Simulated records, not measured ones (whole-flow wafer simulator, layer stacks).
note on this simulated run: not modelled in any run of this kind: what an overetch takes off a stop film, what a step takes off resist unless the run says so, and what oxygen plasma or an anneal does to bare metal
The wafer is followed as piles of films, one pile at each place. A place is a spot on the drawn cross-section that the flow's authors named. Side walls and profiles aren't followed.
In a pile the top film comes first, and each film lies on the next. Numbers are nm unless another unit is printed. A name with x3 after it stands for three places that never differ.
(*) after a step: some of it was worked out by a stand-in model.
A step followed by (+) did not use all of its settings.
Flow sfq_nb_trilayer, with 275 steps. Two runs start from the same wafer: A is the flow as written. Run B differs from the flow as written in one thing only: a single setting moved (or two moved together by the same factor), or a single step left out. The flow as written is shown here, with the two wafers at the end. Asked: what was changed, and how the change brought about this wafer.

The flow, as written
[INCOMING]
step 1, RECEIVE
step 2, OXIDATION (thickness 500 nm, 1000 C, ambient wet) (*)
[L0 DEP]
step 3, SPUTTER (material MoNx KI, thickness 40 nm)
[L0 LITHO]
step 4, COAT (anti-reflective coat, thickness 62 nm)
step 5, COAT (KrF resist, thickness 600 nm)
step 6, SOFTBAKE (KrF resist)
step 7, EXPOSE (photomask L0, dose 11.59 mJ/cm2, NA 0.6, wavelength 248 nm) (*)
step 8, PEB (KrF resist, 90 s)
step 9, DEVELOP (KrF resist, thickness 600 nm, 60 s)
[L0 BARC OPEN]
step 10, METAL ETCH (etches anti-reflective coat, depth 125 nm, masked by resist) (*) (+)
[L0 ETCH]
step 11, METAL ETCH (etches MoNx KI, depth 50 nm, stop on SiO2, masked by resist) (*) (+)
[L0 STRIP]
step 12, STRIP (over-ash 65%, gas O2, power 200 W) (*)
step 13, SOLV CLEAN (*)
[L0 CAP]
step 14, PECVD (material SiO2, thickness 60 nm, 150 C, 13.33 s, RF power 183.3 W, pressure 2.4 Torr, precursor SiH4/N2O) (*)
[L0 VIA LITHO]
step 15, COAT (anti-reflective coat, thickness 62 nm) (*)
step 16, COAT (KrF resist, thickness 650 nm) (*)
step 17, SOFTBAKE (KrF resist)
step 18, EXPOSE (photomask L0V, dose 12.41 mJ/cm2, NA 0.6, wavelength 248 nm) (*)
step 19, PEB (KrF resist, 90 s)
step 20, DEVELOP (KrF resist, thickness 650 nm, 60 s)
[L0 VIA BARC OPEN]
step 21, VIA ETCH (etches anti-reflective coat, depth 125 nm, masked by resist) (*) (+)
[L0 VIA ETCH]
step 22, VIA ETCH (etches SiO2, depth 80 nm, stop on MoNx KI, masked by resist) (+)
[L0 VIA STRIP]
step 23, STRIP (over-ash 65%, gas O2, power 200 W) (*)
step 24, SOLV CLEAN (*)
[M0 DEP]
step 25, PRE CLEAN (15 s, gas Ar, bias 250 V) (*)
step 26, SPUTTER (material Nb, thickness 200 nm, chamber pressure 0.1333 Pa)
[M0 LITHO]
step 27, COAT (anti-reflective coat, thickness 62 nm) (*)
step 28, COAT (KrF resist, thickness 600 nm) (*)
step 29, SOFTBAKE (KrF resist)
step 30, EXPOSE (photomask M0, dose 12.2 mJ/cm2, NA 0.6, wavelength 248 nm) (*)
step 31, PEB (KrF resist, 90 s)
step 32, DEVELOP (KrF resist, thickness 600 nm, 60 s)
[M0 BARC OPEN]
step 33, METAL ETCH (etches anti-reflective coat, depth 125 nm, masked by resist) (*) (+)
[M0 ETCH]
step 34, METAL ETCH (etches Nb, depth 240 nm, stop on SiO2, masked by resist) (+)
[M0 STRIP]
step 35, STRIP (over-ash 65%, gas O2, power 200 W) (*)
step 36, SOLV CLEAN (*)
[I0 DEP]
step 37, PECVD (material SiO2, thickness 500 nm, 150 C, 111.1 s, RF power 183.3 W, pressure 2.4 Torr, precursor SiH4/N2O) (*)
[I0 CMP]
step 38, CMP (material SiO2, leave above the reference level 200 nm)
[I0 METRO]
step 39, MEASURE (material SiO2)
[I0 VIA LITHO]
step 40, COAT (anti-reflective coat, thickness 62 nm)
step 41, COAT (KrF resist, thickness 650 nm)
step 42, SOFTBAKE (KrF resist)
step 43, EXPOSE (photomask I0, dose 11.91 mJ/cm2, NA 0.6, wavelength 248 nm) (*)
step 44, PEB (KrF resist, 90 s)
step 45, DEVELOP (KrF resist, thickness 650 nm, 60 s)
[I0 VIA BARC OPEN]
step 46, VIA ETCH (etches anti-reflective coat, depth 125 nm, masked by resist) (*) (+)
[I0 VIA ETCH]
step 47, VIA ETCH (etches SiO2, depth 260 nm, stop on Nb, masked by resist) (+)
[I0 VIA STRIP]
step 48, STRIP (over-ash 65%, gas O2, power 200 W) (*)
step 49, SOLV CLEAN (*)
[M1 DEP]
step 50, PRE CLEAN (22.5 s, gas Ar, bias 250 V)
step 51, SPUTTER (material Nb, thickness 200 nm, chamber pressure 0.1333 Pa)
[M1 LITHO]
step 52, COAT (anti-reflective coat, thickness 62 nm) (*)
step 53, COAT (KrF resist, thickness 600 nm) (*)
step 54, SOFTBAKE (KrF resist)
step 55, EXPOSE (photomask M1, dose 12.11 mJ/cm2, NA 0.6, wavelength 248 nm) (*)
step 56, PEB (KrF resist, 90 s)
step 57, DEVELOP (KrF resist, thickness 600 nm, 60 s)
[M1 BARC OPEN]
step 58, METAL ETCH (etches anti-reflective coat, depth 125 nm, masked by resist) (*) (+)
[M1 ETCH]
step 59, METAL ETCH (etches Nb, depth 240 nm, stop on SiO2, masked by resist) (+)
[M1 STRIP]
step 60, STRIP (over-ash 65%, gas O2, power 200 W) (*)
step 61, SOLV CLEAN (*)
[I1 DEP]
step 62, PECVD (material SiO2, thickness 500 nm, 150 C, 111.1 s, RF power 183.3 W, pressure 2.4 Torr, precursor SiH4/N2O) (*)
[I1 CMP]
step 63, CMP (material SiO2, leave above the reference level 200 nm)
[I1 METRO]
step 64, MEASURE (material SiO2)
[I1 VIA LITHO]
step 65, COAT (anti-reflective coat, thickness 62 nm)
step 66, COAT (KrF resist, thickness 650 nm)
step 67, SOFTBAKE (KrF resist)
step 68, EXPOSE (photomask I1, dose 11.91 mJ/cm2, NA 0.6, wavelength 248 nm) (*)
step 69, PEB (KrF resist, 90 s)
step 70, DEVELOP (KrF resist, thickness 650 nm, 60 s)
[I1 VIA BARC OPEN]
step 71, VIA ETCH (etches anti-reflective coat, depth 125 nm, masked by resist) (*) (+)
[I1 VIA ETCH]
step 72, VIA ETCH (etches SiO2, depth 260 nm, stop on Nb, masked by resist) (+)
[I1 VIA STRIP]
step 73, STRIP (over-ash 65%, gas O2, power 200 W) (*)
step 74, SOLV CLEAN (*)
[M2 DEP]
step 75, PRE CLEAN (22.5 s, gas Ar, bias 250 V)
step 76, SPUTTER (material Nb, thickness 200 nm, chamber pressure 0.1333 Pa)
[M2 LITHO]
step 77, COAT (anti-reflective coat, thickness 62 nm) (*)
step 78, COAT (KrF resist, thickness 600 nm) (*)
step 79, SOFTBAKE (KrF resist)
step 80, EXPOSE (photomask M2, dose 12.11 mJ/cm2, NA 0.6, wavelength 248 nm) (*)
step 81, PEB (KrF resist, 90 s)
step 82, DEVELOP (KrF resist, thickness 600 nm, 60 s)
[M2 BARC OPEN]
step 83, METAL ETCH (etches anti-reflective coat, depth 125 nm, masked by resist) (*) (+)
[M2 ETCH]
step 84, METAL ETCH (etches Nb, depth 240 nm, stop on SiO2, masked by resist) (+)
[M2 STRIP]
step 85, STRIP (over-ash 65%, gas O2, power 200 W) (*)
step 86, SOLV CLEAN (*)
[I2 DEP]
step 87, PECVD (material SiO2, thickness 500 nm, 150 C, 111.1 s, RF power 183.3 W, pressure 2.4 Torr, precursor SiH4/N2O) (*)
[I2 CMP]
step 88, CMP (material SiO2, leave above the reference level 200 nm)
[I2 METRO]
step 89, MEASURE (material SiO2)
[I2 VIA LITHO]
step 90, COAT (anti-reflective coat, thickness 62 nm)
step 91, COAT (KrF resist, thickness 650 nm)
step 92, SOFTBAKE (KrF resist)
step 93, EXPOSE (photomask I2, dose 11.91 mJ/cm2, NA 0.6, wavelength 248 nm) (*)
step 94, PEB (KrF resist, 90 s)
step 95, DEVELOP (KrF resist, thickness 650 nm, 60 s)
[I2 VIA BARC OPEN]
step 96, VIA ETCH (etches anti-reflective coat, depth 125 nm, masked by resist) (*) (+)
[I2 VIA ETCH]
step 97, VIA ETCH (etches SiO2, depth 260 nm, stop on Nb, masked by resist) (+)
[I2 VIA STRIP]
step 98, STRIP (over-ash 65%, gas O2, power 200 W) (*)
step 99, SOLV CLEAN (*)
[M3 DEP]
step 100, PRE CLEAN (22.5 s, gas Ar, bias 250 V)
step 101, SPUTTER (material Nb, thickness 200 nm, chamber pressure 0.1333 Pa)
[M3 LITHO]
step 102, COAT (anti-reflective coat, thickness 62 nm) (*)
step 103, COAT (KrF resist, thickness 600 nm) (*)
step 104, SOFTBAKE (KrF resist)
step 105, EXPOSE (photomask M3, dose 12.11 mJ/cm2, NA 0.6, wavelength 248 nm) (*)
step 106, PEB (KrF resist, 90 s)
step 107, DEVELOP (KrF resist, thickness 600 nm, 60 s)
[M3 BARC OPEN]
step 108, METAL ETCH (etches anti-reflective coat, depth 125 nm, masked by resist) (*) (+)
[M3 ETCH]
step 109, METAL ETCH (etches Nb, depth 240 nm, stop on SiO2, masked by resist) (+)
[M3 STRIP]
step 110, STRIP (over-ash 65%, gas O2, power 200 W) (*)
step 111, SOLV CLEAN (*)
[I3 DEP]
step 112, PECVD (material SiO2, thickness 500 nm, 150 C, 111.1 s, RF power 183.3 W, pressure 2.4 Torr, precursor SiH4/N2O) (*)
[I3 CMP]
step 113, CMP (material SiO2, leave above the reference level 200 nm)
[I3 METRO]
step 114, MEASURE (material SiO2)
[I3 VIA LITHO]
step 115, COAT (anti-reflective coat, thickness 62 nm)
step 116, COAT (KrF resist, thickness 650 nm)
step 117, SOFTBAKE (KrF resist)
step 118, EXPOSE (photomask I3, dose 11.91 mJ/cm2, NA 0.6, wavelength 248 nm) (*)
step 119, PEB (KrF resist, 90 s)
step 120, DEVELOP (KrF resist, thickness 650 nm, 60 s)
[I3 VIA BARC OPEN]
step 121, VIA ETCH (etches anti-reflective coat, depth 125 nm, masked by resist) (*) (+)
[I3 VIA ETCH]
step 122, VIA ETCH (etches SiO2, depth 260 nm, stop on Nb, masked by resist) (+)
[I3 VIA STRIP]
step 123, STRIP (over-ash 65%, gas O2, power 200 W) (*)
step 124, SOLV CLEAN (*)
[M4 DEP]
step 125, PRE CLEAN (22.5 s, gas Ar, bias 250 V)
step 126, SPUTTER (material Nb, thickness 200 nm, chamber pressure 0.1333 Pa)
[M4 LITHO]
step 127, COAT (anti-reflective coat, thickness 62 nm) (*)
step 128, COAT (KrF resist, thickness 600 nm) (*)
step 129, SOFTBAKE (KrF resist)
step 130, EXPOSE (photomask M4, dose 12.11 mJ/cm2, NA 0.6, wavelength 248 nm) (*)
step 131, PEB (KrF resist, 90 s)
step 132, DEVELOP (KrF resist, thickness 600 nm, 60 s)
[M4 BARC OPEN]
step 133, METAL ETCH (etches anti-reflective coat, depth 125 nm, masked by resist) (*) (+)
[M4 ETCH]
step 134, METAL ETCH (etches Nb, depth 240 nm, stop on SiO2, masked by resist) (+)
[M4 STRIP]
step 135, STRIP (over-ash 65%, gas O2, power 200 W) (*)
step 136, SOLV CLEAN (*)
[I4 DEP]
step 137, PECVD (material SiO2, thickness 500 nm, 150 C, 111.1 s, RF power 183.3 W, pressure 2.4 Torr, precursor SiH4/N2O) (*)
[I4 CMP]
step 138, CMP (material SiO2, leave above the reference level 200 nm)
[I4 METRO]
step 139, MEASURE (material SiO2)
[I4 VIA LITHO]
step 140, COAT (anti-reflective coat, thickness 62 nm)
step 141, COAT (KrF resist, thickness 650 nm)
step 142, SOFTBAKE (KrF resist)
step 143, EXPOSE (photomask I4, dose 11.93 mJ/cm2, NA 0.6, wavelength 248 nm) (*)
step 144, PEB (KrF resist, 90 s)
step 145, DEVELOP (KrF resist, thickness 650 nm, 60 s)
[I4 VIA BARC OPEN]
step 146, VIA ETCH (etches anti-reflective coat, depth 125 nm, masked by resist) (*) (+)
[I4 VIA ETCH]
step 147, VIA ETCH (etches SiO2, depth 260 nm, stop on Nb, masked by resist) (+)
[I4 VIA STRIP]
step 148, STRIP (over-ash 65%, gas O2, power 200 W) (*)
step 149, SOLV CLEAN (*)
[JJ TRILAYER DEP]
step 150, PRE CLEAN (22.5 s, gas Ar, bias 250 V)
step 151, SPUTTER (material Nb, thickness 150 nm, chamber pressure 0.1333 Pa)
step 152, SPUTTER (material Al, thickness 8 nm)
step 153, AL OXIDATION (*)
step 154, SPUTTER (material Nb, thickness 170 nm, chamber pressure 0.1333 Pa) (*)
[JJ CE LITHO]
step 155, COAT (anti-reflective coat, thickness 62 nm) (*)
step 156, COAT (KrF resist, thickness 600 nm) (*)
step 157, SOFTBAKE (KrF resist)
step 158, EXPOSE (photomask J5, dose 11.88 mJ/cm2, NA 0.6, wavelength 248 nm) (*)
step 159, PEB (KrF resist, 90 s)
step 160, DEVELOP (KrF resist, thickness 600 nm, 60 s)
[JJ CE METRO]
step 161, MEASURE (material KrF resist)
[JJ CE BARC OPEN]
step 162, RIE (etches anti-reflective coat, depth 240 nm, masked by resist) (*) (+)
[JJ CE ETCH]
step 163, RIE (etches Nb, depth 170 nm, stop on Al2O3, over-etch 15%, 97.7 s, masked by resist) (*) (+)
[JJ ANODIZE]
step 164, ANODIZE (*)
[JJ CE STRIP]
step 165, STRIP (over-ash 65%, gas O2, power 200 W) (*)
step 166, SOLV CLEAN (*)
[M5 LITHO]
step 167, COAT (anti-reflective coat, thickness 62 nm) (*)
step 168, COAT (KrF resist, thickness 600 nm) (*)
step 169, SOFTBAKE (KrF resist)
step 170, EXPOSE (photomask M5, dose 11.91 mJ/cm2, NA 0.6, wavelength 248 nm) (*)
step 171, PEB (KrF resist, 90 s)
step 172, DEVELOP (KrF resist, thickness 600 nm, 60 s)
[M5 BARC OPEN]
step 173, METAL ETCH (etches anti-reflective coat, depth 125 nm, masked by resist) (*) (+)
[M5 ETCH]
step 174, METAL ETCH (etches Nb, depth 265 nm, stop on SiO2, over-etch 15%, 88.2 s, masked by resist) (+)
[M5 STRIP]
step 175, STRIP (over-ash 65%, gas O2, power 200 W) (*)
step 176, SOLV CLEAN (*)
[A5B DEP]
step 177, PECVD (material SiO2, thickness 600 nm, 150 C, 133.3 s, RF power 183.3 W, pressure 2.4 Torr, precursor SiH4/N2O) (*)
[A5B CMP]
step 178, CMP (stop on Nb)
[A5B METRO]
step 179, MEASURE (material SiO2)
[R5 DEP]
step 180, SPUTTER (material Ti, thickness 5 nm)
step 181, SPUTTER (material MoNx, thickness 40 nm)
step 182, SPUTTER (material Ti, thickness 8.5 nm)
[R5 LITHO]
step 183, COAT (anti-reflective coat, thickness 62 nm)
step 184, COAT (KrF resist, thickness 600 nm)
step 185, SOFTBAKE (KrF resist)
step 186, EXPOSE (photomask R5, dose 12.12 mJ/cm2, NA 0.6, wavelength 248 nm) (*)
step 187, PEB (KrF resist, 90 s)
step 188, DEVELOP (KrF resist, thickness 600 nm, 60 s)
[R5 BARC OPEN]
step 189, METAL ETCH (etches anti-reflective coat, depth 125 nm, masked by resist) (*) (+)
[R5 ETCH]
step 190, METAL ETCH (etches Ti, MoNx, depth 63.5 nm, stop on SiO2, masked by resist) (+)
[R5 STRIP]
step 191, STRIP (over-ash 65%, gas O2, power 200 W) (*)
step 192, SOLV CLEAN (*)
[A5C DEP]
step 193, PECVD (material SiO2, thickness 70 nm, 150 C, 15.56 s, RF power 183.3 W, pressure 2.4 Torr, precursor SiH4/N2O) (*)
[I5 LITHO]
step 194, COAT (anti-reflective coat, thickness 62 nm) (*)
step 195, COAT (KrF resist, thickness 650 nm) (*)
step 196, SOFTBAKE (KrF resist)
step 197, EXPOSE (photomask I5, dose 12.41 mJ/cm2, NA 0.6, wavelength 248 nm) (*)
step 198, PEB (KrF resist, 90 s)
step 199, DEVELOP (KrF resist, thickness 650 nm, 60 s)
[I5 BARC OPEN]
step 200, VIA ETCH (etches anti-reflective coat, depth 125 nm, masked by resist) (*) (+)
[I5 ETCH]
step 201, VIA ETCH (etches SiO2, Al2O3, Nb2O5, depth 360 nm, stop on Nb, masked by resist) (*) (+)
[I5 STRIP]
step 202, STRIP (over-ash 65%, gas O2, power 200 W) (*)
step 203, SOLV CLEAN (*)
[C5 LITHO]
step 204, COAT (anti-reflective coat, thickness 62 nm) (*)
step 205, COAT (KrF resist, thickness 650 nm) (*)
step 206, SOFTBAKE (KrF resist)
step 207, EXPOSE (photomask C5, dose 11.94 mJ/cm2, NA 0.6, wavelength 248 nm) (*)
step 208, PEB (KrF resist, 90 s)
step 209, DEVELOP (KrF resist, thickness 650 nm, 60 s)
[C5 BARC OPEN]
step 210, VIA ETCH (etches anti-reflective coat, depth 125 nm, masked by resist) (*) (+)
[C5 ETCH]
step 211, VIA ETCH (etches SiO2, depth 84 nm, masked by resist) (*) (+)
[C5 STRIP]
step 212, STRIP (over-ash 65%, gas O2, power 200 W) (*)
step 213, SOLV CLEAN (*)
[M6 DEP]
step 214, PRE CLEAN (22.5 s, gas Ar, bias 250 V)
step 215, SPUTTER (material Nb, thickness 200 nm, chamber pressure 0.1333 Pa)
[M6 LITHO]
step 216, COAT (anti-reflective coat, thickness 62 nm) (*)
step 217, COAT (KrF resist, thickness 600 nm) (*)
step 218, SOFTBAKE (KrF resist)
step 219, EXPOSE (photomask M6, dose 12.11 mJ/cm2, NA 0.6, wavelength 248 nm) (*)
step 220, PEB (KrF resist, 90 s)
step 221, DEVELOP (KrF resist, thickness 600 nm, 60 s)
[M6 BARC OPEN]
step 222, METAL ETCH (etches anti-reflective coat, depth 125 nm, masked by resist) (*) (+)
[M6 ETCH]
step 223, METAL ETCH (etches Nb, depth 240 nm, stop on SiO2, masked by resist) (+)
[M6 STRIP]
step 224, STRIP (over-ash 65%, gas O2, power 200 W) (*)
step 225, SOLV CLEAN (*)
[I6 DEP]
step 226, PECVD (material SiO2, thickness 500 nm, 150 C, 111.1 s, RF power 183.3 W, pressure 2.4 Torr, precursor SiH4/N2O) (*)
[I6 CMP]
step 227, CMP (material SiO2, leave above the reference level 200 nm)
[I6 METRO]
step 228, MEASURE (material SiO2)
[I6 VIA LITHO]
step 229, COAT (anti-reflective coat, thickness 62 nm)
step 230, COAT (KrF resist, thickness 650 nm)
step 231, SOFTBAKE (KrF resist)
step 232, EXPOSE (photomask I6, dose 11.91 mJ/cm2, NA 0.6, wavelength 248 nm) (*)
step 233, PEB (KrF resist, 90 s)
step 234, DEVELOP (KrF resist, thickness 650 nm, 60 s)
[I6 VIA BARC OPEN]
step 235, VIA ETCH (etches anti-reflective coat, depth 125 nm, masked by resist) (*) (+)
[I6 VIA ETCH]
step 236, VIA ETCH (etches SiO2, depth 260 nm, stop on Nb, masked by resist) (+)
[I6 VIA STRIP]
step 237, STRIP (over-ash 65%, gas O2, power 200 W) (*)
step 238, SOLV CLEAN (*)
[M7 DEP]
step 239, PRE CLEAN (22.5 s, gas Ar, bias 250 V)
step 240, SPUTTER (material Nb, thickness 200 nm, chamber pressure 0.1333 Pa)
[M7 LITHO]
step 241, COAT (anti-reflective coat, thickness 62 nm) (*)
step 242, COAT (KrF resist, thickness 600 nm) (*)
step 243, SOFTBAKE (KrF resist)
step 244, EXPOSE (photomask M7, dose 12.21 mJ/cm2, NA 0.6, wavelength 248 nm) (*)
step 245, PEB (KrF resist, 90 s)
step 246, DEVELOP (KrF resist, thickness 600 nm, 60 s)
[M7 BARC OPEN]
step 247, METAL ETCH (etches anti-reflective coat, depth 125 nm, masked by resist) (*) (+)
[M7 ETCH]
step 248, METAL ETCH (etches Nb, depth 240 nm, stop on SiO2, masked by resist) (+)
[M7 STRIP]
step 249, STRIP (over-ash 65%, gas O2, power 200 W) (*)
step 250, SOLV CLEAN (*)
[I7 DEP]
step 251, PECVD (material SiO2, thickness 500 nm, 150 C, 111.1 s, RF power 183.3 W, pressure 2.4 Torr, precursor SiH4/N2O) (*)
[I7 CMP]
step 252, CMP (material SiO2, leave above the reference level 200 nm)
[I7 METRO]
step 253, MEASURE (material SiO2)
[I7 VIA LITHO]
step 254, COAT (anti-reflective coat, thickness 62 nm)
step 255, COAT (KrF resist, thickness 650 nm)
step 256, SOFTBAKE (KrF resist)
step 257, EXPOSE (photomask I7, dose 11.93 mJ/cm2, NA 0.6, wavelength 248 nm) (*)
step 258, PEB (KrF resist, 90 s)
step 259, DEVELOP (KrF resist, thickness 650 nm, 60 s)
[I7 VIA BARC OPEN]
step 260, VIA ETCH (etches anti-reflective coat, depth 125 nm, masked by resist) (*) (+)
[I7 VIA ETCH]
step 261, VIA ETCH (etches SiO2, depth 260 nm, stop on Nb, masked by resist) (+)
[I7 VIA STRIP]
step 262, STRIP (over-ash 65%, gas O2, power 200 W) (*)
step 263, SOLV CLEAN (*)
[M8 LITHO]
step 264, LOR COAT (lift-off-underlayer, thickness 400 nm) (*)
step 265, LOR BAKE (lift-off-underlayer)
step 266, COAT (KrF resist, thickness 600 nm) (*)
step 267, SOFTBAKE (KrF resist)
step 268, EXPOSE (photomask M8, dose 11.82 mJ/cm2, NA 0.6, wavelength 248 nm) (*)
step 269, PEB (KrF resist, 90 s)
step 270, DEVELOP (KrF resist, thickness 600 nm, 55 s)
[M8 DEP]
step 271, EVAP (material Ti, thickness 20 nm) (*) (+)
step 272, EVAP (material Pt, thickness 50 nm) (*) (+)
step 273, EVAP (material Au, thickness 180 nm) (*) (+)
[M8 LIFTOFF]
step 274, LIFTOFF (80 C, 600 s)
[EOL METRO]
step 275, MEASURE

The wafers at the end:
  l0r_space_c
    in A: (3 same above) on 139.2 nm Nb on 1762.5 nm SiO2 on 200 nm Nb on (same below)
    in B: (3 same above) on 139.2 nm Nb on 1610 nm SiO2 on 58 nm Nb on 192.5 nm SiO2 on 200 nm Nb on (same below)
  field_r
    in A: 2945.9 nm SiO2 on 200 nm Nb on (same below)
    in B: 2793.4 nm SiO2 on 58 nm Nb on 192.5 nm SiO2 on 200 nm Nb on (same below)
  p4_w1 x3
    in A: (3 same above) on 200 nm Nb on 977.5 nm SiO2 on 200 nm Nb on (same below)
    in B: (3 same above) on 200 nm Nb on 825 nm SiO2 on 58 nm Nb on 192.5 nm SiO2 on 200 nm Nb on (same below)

Cause: step 51, SPUTTER: thickness 298 nm was run, whereas the flow has thickness 200 nm.

Step by step, how the change led to this:
  step 51, SPUTTER (material Nb, thickness 200 nm, chamber pressure 0.1333 Pa)
      field_l, v_sur, via_wl and 102 more: A +200 Nb (new film) | B +298 Nb (new film)
      via_w: A +174.5 Nb | B +261.5 Nb
  step 52, COAT (anti-reflective coat, thickness 62 nm) (*)
      via_wr: A +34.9 anti-reflective coat (new film) | B +33.3 anti-reflective coat (new film)
  step 59, METAL ETCH (etches Nb, depth 240 nm, stop on SiO2, masked by resist) (+)
      field_l, be, be_sur and 79 more: A -200 Nb (all of it) | B -240 Nb
  step 60, STRIP (over-ash 65%, gas O2, power 200 W) (*)
      via_wr: A -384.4 KrF resist (all of it), -34.9 anti-reflective coat (all of it) | B -384.7 KrF resist (all of it), -33.3 anti-reflective coat (all of it)
  step 62, PECVD (material SiO2, thickness 500 nm, 150 C, 111.1 s, RF power 183.3 W, pressure 2.4 Torr, precursor SiH4/N2O) (*)
      field_l, be, be_sur and 72 more: A +500 SiO2 | B +500 SiO2 (new film)
      lsp_m, ln_m6, lsp_r, l0_sur, l0v: A +494.9 SiO2 | B +493.9 SiO2 (new film)
      (also at 3 further places)
  step 63, CMP (material SiO2, leave above the reference level 200 nm)
      field_l, be, be_sur and 72 more: A -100 SiO2 | B -60 SiO2
      lsp_m, ln_m6, lsp_r, l0_sur, l0v: A -94.9 SiO2 | B -53.9 SiO2
      (also at 1 further place)
With metal films that touch counted as one body, l0r_space_c has 3 bodies (between them, from the top down: SiO2 1610; SiO2 192.5); the flow as written gives 2 bodies (between them, from the top down: SiO2 1762.5).
With metal films that touch counted as one body, field_r has 2 bodies (between them, from the top down: SiO2 192.5); the flow as written gives 1 body.
With metal films that touch counted as one body, p4_w1 x3 has 4 bodies (between them, from the top down: SiO2 192.5; SiO2 825; SiO2 192.5); the flow as written gives 3 bodies (between them, from the top down: SiO2 192.5; SiO2 977.5).
